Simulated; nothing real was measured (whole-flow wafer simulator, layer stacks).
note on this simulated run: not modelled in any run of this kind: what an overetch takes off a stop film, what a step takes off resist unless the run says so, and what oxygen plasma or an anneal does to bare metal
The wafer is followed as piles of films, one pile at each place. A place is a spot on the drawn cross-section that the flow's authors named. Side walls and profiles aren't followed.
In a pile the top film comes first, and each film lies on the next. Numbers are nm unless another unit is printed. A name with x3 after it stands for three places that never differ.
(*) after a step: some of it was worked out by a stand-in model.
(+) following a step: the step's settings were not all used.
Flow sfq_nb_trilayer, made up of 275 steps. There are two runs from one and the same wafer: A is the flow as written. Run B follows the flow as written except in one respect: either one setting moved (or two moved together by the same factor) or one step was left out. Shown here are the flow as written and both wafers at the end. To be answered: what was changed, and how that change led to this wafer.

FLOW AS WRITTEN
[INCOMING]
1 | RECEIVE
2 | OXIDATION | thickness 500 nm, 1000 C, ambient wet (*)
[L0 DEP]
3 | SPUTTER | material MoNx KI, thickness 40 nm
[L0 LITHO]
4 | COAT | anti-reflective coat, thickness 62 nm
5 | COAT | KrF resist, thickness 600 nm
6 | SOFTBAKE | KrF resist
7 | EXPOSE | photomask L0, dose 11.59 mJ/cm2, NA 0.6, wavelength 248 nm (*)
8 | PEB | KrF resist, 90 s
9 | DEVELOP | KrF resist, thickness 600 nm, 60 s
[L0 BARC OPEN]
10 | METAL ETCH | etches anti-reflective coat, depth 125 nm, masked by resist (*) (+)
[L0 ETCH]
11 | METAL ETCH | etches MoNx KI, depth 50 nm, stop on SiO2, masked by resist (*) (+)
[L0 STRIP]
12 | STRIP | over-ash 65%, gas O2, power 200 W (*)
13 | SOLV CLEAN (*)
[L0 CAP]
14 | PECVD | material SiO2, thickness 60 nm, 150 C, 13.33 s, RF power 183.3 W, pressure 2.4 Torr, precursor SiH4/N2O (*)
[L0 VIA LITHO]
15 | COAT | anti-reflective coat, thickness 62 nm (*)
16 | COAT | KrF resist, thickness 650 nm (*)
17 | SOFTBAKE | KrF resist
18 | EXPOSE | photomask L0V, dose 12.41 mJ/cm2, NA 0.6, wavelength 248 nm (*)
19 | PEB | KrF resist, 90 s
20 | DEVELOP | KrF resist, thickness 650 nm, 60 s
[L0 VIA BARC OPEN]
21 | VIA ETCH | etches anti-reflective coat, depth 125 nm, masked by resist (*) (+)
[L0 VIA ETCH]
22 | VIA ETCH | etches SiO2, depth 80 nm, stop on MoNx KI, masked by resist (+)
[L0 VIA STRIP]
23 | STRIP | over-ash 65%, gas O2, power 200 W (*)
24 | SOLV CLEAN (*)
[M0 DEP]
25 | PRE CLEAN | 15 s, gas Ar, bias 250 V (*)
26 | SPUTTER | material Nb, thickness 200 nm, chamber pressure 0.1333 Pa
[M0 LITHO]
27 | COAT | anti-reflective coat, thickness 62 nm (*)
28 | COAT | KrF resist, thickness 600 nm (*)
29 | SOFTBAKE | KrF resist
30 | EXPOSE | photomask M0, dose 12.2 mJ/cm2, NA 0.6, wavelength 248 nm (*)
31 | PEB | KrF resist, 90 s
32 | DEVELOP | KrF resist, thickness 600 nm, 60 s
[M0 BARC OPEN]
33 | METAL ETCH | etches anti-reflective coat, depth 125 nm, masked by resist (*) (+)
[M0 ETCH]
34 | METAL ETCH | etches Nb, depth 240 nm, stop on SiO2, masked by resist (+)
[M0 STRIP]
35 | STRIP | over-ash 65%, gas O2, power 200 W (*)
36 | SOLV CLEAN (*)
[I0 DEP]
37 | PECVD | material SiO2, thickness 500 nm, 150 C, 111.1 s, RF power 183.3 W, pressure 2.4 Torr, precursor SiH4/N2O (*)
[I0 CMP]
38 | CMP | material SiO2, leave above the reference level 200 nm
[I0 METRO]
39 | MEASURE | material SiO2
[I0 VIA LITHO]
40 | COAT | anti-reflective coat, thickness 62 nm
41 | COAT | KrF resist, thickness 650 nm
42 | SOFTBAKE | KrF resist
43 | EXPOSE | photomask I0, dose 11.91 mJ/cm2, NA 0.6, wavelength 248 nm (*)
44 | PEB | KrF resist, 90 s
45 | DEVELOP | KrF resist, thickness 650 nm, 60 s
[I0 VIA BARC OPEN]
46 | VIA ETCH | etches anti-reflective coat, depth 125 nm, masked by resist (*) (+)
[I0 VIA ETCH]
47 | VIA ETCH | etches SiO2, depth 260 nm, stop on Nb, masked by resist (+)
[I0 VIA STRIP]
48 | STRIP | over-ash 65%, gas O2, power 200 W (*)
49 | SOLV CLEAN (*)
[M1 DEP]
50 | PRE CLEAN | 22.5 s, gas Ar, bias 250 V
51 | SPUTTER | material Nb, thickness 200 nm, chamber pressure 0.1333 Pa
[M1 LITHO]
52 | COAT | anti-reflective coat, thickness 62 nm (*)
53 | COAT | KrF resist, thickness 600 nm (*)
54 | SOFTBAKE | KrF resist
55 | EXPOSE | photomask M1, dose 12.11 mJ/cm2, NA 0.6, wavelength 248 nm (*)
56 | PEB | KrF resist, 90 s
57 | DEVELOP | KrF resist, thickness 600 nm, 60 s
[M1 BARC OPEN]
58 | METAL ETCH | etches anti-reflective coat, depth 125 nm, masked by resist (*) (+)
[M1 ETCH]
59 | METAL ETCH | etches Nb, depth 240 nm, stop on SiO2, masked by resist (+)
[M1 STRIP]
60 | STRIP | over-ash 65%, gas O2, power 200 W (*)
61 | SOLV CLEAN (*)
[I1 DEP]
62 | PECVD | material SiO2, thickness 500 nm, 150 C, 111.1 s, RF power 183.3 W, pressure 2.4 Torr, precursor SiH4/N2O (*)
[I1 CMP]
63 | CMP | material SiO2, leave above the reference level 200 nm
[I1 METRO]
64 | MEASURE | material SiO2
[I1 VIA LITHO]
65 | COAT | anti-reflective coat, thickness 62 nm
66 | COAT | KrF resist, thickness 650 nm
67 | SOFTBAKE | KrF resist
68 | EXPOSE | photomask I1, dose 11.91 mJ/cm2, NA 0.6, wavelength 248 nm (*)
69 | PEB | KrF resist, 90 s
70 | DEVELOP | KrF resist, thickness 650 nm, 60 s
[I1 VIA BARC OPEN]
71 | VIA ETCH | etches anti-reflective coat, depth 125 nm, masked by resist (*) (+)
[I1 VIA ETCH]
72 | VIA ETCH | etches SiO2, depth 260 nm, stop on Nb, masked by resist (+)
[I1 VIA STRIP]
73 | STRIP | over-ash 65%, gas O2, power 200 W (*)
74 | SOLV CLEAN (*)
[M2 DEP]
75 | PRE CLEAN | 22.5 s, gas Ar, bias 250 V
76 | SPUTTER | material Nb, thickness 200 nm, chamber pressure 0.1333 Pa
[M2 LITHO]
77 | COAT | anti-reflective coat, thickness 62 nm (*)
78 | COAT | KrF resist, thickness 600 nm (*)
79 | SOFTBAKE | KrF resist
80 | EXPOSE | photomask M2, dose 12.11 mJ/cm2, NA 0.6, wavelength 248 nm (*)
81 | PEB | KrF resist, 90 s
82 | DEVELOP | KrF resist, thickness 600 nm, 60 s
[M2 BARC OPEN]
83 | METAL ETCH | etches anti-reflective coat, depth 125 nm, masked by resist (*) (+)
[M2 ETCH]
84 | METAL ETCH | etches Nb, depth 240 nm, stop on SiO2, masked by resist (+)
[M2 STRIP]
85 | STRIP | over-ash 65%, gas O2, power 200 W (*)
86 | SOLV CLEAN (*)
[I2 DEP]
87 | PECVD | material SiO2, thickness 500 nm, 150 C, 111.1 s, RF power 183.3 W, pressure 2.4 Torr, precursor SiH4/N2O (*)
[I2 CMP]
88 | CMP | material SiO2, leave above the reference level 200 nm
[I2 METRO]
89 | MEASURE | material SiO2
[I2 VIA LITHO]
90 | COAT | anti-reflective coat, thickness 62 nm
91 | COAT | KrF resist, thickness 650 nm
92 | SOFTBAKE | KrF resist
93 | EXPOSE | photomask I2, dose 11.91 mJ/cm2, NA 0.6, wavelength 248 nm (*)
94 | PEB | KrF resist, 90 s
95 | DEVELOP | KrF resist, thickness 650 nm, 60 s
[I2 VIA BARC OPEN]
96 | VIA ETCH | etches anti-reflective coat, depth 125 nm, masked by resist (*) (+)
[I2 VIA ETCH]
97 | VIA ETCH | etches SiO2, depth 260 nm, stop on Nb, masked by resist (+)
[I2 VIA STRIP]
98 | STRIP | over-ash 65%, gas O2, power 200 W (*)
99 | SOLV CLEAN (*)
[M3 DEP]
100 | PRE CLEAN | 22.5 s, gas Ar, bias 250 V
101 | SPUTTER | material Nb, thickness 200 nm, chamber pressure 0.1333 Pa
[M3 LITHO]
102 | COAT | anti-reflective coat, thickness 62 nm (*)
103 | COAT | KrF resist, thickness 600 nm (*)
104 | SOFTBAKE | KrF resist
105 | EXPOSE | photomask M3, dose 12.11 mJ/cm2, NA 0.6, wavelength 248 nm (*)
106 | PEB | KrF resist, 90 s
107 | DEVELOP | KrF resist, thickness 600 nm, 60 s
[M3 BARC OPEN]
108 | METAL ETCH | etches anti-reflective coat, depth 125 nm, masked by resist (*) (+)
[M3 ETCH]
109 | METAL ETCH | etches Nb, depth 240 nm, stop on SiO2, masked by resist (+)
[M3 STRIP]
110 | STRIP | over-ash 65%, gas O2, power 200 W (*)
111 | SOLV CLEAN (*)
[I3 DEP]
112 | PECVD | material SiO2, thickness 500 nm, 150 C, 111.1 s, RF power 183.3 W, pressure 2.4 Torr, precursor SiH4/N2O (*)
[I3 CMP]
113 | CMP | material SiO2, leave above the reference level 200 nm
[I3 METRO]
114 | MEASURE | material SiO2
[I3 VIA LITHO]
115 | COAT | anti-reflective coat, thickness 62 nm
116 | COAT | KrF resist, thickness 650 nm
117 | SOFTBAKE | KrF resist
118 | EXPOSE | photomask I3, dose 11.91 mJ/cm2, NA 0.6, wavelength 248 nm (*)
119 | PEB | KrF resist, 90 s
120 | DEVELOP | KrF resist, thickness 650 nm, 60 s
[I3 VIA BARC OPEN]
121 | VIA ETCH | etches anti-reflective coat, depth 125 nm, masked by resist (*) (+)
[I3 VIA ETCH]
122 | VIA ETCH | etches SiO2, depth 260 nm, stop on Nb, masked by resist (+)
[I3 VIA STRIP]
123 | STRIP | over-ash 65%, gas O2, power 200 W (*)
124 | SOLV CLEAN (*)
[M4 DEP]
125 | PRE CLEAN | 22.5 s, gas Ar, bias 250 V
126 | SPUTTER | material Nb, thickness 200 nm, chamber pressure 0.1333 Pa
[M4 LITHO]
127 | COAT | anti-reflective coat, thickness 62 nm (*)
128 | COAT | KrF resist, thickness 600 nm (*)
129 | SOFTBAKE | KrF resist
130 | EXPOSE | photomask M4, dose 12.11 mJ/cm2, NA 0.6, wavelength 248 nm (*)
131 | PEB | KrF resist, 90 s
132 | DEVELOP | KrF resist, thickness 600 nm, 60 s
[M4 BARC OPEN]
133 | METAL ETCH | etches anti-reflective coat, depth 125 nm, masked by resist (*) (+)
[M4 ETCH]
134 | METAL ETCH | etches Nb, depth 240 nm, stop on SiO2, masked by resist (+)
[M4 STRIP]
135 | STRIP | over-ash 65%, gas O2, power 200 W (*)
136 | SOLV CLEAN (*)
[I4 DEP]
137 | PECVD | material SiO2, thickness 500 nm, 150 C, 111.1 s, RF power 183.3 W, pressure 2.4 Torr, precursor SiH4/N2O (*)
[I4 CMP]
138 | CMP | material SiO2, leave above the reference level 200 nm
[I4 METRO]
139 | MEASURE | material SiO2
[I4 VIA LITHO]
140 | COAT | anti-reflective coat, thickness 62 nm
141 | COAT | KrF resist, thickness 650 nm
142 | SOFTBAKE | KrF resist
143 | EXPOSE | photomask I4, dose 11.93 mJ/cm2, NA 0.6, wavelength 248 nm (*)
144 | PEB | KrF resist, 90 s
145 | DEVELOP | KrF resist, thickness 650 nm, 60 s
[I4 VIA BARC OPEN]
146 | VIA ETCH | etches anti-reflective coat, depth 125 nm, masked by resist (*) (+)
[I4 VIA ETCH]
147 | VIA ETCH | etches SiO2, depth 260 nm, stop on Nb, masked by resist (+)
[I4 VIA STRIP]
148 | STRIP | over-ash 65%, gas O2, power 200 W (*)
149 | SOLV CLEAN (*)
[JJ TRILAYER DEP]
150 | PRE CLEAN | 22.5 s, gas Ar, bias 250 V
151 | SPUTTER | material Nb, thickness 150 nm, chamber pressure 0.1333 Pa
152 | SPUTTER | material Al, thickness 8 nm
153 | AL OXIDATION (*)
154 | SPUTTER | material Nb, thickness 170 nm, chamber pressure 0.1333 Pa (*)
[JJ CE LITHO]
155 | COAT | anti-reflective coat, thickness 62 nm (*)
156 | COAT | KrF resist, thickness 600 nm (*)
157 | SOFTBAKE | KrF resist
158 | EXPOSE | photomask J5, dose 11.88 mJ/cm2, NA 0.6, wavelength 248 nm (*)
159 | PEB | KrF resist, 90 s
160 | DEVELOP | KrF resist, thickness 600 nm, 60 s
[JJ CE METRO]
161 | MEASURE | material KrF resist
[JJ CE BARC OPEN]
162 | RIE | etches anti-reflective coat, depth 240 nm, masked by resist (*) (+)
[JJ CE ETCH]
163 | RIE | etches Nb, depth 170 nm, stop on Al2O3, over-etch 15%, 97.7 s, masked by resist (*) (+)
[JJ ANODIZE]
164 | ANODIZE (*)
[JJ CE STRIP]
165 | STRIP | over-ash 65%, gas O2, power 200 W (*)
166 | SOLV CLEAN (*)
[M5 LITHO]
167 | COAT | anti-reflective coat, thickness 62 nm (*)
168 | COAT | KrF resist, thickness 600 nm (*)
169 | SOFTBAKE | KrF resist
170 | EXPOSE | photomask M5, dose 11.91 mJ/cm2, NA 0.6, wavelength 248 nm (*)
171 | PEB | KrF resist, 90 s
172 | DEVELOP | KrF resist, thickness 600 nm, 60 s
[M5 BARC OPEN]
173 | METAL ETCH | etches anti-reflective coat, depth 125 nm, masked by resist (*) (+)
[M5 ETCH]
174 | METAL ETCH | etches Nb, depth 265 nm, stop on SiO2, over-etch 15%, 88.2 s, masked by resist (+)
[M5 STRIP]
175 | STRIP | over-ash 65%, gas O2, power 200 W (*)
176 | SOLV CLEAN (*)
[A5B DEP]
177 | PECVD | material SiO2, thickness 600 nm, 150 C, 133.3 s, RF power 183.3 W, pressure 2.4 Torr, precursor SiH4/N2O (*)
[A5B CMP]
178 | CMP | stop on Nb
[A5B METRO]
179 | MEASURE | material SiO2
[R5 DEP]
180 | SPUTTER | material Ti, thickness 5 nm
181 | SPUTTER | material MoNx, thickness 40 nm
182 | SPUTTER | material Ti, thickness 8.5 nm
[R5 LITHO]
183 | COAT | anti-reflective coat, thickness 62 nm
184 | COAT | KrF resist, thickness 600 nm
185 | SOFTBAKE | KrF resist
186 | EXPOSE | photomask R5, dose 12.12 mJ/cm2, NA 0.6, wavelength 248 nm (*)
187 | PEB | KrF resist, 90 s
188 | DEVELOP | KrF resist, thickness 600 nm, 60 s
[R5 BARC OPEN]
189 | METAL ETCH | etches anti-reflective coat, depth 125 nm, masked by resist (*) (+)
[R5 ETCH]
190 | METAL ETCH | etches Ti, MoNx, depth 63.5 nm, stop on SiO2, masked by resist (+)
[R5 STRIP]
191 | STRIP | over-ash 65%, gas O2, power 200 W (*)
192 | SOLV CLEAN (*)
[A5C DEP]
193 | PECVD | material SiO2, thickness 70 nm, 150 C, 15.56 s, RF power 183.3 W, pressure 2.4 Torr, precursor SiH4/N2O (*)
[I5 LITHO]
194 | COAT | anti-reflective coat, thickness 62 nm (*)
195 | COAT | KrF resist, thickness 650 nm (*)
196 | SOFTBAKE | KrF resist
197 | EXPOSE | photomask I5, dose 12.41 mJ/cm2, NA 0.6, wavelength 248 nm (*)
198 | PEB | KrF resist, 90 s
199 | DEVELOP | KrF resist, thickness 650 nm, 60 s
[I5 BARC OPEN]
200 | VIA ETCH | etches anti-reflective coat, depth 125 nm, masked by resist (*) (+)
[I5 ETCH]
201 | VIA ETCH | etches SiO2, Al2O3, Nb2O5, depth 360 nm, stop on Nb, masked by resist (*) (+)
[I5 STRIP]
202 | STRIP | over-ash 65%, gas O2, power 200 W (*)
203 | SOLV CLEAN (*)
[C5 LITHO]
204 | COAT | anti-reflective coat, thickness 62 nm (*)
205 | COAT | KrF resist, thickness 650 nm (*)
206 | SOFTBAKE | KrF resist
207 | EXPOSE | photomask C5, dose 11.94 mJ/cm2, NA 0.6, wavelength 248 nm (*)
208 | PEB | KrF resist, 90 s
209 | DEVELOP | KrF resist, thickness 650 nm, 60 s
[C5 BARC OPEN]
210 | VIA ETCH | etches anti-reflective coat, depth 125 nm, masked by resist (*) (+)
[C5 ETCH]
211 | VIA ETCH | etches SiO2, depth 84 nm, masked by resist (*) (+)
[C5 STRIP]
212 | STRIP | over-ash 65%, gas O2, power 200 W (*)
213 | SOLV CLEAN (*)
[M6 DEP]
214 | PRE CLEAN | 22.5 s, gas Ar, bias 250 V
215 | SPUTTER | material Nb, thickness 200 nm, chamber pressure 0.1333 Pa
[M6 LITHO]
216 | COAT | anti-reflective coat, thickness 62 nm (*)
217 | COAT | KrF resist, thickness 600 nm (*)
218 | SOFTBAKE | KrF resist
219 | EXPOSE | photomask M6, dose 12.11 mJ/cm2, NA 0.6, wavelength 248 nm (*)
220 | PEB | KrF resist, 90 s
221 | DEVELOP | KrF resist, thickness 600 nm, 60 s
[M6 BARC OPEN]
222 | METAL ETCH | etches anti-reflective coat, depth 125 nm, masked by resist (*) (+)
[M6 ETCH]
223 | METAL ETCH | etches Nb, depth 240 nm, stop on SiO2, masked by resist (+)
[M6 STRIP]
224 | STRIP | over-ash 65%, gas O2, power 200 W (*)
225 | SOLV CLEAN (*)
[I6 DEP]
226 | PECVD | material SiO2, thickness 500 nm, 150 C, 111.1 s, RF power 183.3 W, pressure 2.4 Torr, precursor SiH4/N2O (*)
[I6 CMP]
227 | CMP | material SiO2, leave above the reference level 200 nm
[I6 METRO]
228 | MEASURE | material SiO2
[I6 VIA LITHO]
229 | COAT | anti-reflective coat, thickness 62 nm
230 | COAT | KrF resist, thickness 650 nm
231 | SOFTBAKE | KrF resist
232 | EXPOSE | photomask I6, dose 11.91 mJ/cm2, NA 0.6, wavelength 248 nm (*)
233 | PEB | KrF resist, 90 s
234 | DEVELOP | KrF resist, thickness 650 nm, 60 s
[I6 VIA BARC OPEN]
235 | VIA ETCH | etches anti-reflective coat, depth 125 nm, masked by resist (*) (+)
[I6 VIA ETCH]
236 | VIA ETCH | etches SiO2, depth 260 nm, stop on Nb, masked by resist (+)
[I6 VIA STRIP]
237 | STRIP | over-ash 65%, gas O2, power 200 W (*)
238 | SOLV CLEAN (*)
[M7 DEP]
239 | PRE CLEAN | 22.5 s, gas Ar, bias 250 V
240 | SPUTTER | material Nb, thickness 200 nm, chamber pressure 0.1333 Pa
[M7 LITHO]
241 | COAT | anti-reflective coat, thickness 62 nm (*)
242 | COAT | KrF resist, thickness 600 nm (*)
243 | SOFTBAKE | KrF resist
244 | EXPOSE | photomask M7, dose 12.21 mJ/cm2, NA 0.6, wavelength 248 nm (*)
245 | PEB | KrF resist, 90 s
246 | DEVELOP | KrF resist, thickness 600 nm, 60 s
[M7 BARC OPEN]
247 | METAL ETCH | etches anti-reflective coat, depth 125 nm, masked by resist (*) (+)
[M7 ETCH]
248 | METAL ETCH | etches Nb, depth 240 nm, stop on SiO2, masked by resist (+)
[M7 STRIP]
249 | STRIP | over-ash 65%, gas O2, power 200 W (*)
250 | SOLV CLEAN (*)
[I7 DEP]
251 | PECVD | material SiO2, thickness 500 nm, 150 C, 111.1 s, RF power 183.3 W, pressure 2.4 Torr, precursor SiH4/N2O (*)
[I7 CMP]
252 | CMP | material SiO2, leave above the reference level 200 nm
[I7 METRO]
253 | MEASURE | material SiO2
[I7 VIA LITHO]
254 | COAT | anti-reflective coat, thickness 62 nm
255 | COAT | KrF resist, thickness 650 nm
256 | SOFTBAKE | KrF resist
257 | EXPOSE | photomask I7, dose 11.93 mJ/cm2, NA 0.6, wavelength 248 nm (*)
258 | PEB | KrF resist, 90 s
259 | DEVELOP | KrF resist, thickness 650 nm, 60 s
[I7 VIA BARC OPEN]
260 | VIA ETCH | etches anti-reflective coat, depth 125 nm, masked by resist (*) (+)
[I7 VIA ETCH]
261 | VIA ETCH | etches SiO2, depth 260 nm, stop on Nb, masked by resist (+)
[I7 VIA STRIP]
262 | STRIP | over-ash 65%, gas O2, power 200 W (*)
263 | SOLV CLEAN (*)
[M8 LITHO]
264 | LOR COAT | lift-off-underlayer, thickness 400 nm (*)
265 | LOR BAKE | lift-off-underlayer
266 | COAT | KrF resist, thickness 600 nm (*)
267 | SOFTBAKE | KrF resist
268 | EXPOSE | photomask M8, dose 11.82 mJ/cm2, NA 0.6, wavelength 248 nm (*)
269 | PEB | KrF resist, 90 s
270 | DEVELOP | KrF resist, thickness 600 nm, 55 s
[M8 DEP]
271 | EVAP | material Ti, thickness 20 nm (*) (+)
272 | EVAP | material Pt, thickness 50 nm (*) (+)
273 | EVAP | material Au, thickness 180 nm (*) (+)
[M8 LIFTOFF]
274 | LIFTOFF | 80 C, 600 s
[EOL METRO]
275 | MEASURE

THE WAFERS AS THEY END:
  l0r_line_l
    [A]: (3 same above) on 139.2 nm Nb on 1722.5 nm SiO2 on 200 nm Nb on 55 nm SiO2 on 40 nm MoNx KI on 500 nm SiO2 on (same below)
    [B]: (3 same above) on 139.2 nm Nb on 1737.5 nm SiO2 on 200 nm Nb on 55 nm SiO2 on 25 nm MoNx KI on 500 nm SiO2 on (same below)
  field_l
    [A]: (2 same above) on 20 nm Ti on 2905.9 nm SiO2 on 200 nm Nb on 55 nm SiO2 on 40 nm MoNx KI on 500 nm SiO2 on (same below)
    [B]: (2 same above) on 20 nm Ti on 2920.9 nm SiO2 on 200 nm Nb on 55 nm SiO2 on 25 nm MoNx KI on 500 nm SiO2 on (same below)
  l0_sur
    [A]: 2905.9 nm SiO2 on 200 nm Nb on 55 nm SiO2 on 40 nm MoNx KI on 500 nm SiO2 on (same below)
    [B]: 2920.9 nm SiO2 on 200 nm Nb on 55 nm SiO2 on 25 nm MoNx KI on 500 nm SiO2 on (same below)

The reason: step 3, SPUTTER: thickness 25 nm was run, though the flow has thickness 40 nm.
One can read it off the wafer: l0r_line_l has MoNx KI 25, and step 3 as written asks for 40 nm.

The path from the change to this, step by step:
  3 | SPUTTER | material MoNx KI, thickness 40 nm
      field_l, v_sur, via_wl and 103 more: A +40 MoNx KI (new film) | B +25 MoNx KI (new film)
  11 | METAL ETCH | etches MoNx KI, depth 50 nm, stop on SiO2, masked by resist (*) (+)
      v_sur, via_wl, via_w and 97 more: A -40 MoNx KI (all of it) | B -25 MoNx KI (all of it)
      field_l, l0_sur, l0v, l0r_line_l, l0r_line_c, l0r_line_r: A -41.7 KrF resist | B -31.2 KrF resist
  12 | STRIP | over-ash 65%, gas O2, power 200 W (*)
      field_l, l0_sur, l0v, l0r_line_l, l0r_line_c, l0r_line_r: A -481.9 KrF resist (all of it), -62 anti-reflective coat (all of it) | B -492.3 KrF resist (all of it), -62 anti-reflective coat (all of it)
  15 | COAT | anti-reflective coat, thickness 62 nm (*)
      field_l: A +56.7 anti-reflective coat (new film) | B +58.5 anti-reflective coat (new film)
      v_sur: A +72.2 anti-reflective coat (new film) | B +68.5 anti-reflective coat (new film)
      (as well as at 3 more places)
  23 | STRIP | over-ash 65%, gas O2, power 200 W (*)
      field_l: A -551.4 KrF resist (all of it), -56.7 anti-reflective coat (all of it) | B -554.6 KrF resist (all of it), -58.5 anti-reflective coat (all of it)
      v_sur: A -570.5 KrF resist (all of it), -72.2 anti-reflective coat (all of it) | B -566.2 KrF resist (all of it), -68.5 anti-reflective coat (all of it)
      (as well as at 3 more places)
  27 | COAT | anti-reflective coat, thickness 62 nm (*)
      field_l: A +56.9 anti-reflective coat (new film) | B +58.6 anti-reflective coat (new film)
      v_sur: A +72.3 anti-reflective coat (new film) | B +68.4 anti-reflective coat (new film)
      (as well as at 3 more places)
  35 | STRIP | over-ash 65%, gas O2, power 200 W (*)
      field_l: A -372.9 KrF resist (all of it), -56.9 anti-reflective coat (all of it) | B -376.4 KrF resist (all of it), -58.6 anti-reflective coat (all of it)
      v_sur: A -391.6 KrF resist (all of it), -72.3 anti-reflective coat (all of it) | B -388.1 KrF resist (all of it), -68.4 anti-reflective coat (all of it)
      (as well as at 3 more places)
  38 | CMP | material SiO2, leave above the reference level 200 nm
      field_l, l0_sur, l0r_line_l, l0r_line_c, l0r_line_r: A -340 SiO2 | B -325 SiO2
      l0v: A -277.8 SiO2 | B -262.8 SiO2
